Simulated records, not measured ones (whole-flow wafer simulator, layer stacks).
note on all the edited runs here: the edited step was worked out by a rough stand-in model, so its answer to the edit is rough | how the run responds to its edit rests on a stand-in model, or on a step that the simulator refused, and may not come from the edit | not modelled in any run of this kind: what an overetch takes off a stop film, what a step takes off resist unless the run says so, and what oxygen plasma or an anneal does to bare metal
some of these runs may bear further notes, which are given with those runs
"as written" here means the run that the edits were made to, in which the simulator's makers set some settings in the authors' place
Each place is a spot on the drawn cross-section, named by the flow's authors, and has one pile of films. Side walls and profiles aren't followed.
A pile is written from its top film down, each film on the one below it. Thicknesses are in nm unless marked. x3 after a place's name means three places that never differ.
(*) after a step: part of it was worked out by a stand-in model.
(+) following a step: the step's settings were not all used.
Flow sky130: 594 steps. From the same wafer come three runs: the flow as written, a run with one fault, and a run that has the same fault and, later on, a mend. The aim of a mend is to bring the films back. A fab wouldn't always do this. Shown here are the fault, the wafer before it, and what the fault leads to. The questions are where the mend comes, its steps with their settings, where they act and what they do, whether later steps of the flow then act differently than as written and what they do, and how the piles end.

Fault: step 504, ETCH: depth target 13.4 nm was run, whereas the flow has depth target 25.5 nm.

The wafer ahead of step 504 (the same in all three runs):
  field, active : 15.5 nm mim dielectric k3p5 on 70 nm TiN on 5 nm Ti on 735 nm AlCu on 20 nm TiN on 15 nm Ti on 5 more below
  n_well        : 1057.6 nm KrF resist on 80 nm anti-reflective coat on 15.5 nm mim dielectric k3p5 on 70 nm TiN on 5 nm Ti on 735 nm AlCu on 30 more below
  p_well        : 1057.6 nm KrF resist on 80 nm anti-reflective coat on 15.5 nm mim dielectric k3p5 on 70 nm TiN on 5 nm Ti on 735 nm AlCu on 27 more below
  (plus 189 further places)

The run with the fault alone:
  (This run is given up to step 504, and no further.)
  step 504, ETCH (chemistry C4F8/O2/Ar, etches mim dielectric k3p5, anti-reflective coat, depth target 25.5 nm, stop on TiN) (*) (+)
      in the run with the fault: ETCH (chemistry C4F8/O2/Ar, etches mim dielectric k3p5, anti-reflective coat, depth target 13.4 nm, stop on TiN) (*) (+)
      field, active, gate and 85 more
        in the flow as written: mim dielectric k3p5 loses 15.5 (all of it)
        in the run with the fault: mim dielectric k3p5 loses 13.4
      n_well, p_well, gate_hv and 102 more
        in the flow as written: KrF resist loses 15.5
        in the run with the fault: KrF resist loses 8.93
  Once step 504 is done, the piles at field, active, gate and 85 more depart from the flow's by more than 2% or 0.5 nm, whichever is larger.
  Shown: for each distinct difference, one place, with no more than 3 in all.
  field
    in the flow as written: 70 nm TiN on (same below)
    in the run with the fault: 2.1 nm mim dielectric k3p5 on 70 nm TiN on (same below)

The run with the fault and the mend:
  The mend follows step 504.
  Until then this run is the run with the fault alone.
  step 504a, ETCH (chemistry C4F8/O2/Ar, etches mim dielectric k3p5, anti-reflective coat, depth target 12.1 nm, stop on TiN) (*) (+) (a further turn of the flow's step 504, with different settings)
      n_well, p_well, gate_hv and 102 more
        KrF resist loses 2.1
      field, active, gate and 85 more
        mim dielectric k3p5 loses 2.1 (all of it)
  None of the later steps of the flow differs from how it acts as written, at any place that is followed, by more than 2% or 0.5 nm, whichever is larger.
  At every place that both follow, the piles at the end match the flow's.
